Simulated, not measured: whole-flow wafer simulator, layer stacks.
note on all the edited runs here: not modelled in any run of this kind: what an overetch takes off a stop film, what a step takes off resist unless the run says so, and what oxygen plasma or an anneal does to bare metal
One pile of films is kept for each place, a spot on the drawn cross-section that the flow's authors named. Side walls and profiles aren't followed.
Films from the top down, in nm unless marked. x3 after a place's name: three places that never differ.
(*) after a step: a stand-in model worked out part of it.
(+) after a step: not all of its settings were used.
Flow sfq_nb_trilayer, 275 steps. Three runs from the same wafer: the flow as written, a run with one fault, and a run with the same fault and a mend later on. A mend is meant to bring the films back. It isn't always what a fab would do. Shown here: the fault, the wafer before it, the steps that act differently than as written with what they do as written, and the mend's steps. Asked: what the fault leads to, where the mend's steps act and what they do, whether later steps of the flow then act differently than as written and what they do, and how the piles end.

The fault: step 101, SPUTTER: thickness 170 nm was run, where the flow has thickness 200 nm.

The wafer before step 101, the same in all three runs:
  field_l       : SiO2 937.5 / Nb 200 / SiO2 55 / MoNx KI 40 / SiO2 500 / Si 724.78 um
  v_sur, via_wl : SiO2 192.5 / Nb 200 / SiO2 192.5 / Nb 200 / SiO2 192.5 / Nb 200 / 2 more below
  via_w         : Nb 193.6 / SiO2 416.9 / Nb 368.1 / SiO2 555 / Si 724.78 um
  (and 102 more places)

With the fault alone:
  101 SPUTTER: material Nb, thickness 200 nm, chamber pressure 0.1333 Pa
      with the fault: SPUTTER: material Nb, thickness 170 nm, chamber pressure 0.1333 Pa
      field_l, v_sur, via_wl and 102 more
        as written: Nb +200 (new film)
        with the fault: Nb +170 (new film)
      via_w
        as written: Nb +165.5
        with the fault: Nb +140.5
  Later steps of the flow that act differently than as written (5 more steps differ only slightly, by at most 2% or 0.5 nm, whichever is larger, and aren't shown):
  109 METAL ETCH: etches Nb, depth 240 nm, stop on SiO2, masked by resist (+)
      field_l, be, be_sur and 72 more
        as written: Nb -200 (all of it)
        with the fault: Nb -170 (all of it)
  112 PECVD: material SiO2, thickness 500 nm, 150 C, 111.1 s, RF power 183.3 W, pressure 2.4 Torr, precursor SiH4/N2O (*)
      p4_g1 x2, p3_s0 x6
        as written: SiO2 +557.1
        with the fault: SiO2 +527.1
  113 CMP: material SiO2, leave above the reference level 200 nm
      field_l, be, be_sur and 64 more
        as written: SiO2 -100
        with the fault: SiO2 -130
  At the end the piles differ from the flow's by more than 2% or 0.5 nm, whichever is larger, at v_sur, via_wl, via_w and 36 more.
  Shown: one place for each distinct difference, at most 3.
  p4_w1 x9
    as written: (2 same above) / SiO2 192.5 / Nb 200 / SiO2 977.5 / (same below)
    with the fault: (2 same above) / SiO2 192.5 / Nb 170 / SiO2 977.5 / (same below)
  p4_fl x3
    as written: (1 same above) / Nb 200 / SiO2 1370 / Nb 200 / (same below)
    with the fault: (1 same above) / Nb 200 / SiO2 1340 / Nb 200 / (same below)
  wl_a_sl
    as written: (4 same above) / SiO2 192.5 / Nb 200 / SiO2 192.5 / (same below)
    with the fault: (4 same above) / SiO2 192.5 / Nb 170 / SiO2 192.5 / (same below)

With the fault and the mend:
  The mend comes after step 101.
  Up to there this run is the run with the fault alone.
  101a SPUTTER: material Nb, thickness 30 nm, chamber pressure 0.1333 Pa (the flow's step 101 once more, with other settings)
      field_l, v_sur, via_wl and 102 more
        Nb +30
      via_w
        Nb +22.9
  No later step of the flow acts differently than as written, at any place that is followed, by more than 2% or 0.5 nm, whichever is larger.
  At the end the piles differ from the flow's only slightly at the places that both follow, by at most 2% or 0.5 nm, whichever is larger.
